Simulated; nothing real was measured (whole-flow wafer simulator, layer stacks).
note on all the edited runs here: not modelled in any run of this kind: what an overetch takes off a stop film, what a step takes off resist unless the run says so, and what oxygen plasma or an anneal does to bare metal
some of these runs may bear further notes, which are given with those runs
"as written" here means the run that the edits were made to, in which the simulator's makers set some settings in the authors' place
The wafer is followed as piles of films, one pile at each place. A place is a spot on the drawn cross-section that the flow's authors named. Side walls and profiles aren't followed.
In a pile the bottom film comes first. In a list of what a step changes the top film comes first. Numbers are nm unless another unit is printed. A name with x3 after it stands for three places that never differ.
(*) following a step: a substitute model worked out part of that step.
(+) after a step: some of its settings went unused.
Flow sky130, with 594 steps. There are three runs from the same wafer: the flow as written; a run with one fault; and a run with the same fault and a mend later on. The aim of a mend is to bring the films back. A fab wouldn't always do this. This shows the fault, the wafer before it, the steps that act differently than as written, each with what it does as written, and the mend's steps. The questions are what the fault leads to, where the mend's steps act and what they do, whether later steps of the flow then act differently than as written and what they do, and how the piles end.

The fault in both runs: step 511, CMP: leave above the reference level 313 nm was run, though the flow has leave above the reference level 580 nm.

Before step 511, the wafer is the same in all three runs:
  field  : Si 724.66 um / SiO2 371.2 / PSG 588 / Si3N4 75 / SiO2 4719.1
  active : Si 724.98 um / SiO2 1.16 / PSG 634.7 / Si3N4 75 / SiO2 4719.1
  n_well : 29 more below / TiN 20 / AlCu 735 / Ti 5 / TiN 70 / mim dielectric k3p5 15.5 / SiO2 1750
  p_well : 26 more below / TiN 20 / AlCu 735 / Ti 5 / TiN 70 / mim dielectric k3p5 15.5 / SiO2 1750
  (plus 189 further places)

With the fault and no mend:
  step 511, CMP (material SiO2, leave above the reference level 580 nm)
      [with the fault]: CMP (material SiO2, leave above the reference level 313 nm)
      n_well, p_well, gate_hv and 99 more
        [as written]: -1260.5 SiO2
        [with the fault]: -1527.5 SiO2
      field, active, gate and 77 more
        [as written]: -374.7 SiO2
        [with the fault]: -641.7 SiO2
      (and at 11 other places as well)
  Steps later in the flow that act otherwise than as written:
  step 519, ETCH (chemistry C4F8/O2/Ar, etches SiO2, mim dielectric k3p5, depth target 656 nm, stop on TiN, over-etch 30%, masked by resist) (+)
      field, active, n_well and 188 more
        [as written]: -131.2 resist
        [with the fault]: -62 resist
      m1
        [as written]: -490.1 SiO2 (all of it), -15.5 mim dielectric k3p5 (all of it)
        [with the fault]: -223.1 SiO2 (all of it), -15.5 mim dielectric k3p5 (all of it)
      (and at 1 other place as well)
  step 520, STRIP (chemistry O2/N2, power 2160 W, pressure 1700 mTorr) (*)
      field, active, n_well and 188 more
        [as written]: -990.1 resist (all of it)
        [with the fault]: -1059.2 resist (all of it)
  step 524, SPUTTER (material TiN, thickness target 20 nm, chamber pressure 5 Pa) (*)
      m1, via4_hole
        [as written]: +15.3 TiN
        [with the fault]: +17.4 TiN
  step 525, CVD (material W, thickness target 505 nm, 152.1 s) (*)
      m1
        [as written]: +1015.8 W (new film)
        [with the fault]: +549.9 W (new film)
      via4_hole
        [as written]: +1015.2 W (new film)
        [with the fault]: +551.1 W (new film)
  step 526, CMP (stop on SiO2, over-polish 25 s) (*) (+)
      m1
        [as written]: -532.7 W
        [with the fault]: -335.9 W
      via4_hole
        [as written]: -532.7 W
        [with the fault]: -337.7 W
  At field, active, n_well and 190 more, the piles at the end differ from the flow's by more than 2% or 0.5 nm, whichever is larger.
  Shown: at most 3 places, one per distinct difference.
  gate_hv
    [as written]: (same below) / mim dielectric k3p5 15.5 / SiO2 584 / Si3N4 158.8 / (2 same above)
    [with the fault]: (same below) / mim dielectric k3p5 15.5 / SiO2 317 / Si3N4 158.8 / (2 same above)
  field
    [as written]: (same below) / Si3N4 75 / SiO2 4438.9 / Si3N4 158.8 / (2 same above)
    [with the fault]: (same below) / Si3N4 75 / SiO2 4171.9 / Si3N4 158.8 / (2 same above)
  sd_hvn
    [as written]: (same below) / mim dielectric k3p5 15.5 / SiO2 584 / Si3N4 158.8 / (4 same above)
    [with the fault]: (same below) / mim dielectric k3p5 15.5 / SiO2 317 / Si3N4 158.8 / (4 same above)

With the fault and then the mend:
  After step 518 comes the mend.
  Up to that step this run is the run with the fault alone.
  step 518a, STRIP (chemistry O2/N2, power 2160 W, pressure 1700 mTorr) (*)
      field, active, n_well and 188 more
        -1121.3 resist (all of it)
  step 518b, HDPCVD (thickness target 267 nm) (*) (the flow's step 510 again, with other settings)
      field, active, n_well and 190 more
        +267 SiO2
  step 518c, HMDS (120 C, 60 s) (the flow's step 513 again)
      does not change any film at any place that is followed
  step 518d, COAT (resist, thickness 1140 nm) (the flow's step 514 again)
      field, active, n_well and 190 more
        +1140 resist (new film)
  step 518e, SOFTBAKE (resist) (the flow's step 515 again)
      does not change any film at any place that is followed
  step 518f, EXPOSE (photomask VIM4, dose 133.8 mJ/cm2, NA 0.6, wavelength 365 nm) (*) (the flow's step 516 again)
      does not change any film at any place that is followed
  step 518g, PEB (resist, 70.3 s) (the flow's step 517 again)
      field, active, n_well and 190 more
        -18.7 resist
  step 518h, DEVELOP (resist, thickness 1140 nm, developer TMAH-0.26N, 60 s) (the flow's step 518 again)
      m1, via4_hole
        -1121.3 resist (all of it)
  Every later step of the flow that is run acts as written at every place that is followed.
  The piles end the same as the flow's at every place that both follow.
